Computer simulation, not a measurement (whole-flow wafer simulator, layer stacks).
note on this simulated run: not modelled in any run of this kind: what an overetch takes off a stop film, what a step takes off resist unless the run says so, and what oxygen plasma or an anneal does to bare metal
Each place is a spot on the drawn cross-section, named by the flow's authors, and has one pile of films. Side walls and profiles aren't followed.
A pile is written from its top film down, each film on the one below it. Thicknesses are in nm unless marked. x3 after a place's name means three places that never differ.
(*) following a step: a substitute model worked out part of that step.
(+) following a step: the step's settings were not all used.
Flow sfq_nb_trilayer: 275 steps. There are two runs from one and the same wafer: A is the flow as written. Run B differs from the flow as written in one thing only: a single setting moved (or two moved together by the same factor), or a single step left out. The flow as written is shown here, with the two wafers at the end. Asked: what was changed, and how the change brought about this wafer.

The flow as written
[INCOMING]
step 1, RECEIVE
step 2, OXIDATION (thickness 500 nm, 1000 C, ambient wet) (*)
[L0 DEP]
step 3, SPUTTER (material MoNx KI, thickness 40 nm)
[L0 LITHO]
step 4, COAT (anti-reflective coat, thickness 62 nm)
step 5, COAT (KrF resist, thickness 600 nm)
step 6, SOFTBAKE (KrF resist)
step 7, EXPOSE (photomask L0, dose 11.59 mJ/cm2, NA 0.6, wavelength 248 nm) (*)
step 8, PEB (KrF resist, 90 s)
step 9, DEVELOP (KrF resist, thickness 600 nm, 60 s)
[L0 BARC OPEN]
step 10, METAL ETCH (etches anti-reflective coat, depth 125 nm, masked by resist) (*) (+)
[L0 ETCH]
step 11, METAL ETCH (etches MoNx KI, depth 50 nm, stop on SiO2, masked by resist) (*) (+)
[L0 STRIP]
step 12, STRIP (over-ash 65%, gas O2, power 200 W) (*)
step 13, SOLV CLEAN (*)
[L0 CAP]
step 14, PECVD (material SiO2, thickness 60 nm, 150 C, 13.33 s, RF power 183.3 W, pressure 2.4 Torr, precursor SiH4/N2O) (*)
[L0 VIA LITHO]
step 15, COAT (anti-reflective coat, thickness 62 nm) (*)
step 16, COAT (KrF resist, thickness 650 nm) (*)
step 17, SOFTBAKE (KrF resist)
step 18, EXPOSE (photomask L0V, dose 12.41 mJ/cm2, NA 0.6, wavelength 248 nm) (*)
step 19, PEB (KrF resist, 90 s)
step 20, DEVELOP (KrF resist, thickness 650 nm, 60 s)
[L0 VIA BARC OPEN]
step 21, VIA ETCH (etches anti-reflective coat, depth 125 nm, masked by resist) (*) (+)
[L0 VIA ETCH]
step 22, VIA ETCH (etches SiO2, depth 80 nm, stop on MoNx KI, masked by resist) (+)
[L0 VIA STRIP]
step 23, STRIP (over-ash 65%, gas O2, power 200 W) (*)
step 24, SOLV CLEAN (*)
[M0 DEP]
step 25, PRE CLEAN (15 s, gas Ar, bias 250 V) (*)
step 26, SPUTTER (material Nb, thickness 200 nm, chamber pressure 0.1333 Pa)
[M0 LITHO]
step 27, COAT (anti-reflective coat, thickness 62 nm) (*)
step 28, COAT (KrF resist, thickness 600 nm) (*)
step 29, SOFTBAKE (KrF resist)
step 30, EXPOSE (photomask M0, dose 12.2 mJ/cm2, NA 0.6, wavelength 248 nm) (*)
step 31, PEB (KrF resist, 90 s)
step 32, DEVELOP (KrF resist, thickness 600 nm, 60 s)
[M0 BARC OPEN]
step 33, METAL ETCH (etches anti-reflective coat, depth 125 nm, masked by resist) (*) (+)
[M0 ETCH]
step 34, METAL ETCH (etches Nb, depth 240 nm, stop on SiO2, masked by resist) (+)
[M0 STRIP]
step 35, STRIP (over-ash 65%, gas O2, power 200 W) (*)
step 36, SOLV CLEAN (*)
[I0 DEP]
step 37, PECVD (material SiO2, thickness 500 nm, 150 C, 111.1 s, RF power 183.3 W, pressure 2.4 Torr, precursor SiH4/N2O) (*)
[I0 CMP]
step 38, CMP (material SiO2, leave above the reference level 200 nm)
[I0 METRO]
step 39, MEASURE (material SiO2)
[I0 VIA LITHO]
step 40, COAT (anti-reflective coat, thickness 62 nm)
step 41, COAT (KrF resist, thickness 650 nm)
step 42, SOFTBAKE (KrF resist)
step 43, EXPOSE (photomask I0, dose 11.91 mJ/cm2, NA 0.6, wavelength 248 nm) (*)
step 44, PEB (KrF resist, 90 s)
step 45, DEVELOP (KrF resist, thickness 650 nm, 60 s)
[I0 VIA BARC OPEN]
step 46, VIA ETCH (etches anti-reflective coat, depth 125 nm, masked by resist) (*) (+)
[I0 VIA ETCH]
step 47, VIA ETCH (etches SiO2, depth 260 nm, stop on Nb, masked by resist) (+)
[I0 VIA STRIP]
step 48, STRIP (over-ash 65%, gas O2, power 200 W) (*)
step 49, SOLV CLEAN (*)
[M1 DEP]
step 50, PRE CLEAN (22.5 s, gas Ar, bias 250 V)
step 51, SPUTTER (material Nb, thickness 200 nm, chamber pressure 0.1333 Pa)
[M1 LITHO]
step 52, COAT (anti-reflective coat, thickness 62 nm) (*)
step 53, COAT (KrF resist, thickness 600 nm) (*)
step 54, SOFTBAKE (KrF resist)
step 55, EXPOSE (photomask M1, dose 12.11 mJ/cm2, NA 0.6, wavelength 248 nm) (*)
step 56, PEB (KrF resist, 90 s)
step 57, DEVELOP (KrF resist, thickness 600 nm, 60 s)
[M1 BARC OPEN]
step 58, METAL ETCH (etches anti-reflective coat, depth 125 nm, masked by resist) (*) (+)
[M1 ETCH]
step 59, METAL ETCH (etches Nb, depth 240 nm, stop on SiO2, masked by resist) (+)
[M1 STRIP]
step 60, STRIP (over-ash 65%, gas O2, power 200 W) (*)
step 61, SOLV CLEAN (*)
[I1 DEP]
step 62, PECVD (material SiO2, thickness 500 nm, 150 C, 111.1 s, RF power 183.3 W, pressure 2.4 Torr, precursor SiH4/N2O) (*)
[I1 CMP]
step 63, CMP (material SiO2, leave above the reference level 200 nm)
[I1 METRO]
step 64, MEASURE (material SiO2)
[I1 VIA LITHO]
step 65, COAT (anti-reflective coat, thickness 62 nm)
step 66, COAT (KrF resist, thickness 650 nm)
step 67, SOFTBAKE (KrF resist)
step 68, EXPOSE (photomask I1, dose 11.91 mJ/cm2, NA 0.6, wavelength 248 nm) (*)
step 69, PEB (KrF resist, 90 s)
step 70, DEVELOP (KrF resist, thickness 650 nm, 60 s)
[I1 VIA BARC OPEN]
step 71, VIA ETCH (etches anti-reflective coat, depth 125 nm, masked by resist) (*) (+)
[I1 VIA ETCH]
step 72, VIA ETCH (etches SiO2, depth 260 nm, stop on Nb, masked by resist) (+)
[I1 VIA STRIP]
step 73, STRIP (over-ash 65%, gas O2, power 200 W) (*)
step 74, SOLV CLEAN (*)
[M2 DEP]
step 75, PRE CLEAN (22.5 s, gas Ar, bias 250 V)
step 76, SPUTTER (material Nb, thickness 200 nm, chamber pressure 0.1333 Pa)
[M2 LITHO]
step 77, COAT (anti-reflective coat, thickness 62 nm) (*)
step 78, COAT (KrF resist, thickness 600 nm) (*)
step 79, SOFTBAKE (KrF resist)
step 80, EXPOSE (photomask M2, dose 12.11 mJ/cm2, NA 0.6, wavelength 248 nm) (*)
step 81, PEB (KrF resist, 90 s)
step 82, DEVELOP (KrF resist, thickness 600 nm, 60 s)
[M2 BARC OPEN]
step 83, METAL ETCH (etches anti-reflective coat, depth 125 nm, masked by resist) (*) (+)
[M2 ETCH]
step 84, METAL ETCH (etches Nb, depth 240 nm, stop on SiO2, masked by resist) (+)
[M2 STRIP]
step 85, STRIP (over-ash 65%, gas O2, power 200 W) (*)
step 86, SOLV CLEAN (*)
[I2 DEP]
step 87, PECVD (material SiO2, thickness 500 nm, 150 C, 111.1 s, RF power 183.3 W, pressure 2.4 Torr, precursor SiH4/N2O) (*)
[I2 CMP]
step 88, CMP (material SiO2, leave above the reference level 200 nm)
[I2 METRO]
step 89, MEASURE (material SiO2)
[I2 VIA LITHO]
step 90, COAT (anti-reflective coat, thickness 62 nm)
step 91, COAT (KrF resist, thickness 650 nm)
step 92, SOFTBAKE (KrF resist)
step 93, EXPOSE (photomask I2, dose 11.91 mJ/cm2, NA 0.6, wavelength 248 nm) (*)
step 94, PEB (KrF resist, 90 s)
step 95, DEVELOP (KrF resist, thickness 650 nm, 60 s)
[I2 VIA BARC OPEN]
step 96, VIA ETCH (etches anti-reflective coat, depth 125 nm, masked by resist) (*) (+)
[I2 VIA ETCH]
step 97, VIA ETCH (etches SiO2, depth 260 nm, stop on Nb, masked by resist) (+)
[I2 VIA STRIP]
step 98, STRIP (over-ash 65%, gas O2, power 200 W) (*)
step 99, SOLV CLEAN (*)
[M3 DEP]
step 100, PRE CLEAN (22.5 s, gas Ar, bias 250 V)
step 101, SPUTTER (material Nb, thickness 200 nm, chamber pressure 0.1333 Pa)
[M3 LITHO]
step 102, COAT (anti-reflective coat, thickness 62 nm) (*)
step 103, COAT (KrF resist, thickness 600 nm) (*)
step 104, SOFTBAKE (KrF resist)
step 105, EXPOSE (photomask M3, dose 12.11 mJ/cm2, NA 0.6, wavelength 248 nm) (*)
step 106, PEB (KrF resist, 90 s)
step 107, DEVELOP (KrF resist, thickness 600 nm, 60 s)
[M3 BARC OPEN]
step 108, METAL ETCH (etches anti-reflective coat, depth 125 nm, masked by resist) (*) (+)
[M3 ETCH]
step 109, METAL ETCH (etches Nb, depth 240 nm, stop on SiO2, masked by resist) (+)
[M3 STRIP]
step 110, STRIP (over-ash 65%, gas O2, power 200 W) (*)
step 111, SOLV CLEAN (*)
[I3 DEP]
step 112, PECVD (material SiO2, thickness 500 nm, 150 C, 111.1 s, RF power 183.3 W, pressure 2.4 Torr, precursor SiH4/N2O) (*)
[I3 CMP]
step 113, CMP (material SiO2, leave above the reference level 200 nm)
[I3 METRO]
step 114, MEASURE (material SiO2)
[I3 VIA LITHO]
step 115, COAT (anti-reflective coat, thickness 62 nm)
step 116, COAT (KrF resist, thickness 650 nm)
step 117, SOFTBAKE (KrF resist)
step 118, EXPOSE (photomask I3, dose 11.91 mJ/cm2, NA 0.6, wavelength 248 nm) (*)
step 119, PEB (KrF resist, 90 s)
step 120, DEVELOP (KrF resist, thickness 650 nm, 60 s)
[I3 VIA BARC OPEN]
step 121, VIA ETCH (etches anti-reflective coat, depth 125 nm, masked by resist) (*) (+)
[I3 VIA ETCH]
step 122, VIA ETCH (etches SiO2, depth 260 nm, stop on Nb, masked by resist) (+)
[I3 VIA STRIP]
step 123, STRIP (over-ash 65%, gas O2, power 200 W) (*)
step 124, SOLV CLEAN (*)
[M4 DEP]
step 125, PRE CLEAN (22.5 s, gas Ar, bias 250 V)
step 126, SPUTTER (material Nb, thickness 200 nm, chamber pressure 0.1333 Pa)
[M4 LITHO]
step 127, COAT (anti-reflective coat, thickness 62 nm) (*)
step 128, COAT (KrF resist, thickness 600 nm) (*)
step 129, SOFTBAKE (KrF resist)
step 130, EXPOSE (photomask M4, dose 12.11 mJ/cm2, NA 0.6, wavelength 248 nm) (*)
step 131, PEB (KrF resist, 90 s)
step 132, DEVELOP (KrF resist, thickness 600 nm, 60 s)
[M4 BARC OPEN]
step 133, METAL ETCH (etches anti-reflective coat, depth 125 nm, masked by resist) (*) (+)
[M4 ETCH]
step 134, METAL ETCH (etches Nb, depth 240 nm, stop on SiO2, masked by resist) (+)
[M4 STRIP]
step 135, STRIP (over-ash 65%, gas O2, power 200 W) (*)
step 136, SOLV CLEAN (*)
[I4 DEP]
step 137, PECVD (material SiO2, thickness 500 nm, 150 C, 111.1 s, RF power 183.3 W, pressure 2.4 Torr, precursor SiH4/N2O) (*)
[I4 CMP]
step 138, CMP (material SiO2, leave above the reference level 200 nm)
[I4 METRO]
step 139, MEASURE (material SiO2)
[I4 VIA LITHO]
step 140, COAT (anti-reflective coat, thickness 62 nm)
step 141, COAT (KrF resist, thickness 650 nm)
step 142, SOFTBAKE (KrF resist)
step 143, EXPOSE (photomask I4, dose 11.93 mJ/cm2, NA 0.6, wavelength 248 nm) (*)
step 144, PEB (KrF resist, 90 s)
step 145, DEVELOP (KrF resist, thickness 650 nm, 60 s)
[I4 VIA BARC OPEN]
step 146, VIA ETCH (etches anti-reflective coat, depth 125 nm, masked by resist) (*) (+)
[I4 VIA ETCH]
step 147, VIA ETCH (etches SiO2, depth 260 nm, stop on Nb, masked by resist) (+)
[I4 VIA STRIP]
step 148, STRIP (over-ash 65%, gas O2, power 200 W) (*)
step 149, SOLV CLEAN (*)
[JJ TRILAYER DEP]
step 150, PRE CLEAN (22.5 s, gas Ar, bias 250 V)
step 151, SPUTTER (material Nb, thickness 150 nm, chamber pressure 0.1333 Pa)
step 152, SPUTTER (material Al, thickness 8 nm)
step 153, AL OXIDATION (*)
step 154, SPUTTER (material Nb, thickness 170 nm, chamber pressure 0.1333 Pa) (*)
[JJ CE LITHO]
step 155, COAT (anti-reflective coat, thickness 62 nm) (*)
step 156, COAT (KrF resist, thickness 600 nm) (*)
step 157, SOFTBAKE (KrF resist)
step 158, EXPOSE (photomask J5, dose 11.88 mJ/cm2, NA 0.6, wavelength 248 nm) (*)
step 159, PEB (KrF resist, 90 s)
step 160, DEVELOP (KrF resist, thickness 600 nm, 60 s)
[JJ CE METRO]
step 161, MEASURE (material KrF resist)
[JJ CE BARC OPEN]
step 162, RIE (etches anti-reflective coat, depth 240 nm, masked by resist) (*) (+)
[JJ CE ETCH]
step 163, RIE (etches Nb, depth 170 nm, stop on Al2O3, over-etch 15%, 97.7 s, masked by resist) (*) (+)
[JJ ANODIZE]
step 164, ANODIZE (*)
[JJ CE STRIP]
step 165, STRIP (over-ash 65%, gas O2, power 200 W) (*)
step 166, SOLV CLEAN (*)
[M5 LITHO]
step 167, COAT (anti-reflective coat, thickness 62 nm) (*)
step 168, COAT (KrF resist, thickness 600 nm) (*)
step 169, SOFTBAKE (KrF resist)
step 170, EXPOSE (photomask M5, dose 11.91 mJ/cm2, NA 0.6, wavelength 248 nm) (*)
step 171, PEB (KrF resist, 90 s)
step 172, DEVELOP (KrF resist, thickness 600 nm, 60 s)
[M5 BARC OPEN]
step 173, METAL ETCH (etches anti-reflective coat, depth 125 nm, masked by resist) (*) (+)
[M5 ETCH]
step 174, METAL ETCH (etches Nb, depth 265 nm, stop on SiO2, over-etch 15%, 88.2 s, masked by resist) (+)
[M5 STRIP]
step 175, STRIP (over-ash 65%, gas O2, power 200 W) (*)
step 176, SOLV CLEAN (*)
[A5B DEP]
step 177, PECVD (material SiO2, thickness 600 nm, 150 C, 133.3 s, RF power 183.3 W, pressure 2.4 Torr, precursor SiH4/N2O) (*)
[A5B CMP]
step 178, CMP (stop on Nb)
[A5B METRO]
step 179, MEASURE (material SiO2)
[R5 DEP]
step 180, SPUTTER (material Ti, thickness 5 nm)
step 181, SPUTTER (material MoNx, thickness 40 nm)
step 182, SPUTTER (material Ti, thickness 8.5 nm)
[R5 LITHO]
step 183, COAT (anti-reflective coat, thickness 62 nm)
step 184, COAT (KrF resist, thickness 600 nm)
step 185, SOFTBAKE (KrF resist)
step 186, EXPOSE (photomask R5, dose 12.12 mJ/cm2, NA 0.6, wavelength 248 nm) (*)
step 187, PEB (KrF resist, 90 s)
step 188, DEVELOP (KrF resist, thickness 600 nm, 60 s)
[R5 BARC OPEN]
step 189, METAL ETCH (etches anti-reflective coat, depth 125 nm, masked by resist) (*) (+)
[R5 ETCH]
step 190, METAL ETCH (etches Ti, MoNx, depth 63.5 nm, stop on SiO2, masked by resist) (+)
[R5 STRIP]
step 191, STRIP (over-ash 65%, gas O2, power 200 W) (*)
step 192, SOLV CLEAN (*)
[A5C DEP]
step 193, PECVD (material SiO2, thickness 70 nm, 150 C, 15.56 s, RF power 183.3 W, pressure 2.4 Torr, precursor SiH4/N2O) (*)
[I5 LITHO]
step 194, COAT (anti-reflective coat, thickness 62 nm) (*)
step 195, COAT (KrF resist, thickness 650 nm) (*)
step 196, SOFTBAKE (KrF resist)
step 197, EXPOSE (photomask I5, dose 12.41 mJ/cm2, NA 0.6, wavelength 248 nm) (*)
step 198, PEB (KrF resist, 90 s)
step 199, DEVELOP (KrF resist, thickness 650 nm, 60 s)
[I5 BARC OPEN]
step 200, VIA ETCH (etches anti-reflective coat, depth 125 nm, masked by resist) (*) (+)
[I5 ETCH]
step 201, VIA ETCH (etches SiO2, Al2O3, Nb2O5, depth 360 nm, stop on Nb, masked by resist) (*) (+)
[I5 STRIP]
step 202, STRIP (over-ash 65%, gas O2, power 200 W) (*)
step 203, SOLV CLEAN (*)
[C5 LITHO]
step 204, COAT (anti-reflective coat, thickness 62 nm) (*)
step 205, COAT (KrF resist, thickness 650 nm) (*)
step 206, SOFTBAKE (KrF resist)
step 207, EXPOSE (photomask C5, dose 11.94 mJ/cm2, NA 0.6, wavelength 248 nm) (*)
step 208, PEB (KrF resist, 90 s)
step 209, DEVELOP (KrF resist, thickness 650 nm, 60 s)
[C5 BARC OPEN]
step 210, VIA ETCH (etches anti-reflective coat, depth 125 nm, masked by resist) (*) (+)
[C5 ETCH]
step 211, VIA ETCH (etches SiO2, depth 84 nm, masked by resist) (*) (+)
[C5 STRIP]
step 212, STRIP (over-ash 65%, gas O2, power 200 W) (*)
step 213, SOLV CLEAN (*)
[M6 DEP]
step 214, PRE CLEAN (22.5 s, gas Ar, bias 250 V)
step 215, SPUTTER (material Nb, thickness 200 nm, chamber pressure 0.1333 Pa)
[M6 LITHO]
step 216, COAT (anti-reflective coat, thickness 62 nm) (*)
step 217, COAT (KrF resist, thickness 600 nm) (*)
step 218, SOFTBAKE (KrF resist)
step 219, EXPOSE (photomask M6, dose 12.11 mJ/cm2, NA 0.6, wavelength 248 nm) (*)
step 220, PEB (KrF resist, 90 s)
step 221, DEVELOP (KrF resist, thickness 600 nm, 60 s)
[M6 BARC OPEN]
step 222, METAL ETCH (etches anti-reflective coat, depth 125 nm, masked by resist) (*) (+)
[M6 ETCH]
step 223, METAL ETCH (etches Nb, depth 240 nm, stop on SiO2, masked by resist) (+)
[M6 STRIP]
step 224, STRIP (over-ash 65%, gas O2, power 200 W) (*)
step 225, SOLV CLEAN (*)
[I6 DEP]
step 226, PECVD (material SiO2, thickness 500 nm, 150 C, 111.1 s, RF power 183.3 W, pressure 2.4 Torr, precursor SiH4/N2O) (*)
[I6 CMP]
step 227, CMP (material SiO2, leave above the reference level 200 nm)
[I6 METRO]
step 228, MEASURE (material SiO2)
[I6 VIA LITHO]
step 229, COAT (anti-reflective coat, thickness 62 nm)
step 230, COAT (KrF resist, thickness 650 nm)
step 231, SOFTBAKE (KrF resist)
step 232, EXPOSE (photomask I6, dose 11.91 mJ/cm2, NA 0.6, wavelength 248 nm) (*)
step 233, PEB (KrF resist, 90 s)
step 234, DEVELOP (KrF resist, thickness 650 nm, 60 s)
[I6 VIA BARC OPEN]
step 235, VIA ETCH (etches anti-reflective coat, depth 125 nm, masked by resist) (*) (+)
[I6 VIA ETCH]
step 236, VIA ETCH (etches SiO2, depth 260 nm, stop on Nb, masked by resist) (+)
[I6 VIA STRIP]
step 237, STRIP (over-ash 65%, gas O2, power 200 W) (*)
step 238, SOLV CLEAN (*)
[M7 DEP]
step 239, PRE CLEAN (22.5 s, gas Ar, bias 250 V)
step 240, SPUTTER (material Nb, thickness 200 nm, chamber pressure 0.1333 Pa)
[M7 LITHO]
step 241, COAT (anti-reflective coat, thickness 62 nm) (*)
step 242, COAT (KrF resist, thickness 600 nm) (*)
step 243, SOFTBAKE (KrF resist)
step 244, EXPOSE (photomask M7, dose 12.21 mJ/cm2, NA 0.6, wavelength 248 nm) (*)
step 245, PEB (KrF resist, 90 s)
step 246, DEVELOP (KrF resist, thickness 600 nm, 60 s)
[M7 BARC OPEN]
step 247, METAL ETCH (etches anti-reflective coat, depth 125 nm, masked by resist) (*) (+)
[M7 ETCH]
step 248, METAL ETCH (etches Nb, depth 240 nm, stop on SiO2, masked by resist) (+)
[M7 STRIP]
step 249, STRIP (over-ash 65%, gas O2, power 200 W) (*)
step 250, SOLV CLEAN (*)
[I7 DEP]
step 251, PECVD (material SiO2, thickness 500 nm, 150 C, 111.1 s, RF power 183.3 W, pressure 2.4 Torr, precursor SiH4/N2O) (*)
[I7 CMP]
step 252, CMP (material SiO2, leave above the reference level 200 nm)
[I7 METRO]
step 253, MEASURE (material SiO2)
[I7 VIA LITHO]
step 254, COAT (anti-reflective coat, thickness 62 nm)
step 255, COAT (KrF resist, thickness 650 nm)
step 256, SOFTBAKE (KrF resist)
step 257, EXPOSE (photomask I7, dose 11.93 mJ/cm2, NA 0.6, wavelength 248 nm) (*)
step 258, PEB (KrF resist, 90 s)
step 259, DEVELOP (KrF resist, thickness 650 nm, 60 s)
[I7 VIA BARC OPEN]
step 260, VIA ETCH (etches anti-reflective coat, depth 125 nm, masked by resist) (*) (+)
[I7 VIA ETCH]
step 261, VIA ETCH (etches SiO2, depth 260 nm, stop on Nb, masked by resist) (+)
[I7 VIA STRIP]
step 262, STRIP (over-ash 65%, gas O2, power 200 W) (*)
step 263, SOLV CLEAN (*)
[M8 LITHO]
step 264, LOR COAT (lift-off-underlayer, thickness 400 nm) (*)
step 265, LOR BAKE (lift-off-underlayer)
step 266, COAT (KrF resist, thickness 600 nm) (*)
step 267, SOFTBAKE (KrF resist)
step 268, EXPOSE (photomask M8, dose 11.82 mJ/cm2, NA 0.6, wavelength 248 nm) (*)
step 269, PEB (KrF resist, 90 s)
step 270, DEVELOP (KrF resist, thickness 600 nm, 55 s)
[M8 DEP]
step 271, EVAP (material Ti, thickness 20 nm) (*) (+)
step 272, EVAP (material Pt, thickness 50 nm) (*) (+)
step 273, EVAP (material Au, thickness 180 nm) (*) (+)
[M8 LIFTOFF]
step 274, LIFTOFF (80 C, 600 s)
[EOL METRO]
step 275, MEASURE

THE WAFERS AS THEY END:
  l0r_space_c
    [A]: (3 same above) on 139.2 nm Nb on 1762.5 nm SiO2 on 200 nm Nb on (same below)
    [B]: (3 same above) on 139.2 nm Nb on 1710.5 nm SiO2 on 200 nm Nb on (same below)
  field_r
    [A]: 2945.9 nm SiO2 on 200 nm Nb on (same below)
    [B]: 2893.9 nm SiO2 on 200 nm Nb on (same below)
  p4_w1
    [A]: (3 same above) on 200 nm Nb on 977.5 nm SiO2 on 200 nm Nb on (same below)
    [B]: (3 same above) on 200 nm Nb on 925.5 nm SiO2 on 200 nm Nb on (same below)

Cause: step 76, SPUTTER: thickness 148 nm was run, while the flow as written has thickness 200 nm.

How this came from the change, step by step:
  step 76, SPUTTER (material Nb, thickness 200 nm, chamber pressure 0.1333 Pa)
      field_l, v_sur, via_wl and 102 more: A Nb gains 200 (new film) | B Nb gains 148 (new film)
      via_v: A Nb gains 174.5 | B Nb gains 129.8
  step 77, COAT (anti-reflective coat, thickness 62 nm) (*)
      via_v: A anti-reflective coat gains 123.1 (new film) | B anti-reflective coat gains 120.6 (new film)
  step 84, METAL ETCH (etches Nb, depth 240 nm, stop on SiO2, masked by resist) (+)
      field_l, be, be_sur and 81 more: A Nb loses 200 (all of it) | B Nb loses 148 (all of it)
      v_sur, via_wl, via_w and 19 more: A KrF resist loses 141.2 | B KrF resist loses 130.6
  step 85, STRIP (over-ash 65%, gas O2, power 200 W) (*)
      wl_j_sl, wl_jj, wl_j_sr and 12 more: A KrF resist loses 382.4 (all of it), anti-reflective coat loses 62 (all of it) | B KrF resist loses 393 (all of it), anti-reflective coat loses 62 (all of it)
      v_sur: A KrF resist loses 380 (all of it), anti-reflective coat loses 61.4 (all of it) | B KrF resist loses 390.7 (all of it), anti-reflective coat loses 61.4 (all of it)
      (and at 6 other places as well)
  step 87, PECVD (material SiO2, thickness 500 nm, 150 C, 111.1 s, RF power 183.3 W, pressure 2.4 Torr, precursor SiH4/N2O) (*)
      via_v: A SiO2 gains 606 (new film) | B SiO2 gains 593.1 (new film)
  step 88, CMP (material SiO2, leave above the reference level 200 nm)
      field_l, be, be_sur and 81 more: A SiO2 loses 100 | B SiO2 loses 152
      via_v: A SiO2 loses 181.6 | B SiO2 loses 175.9
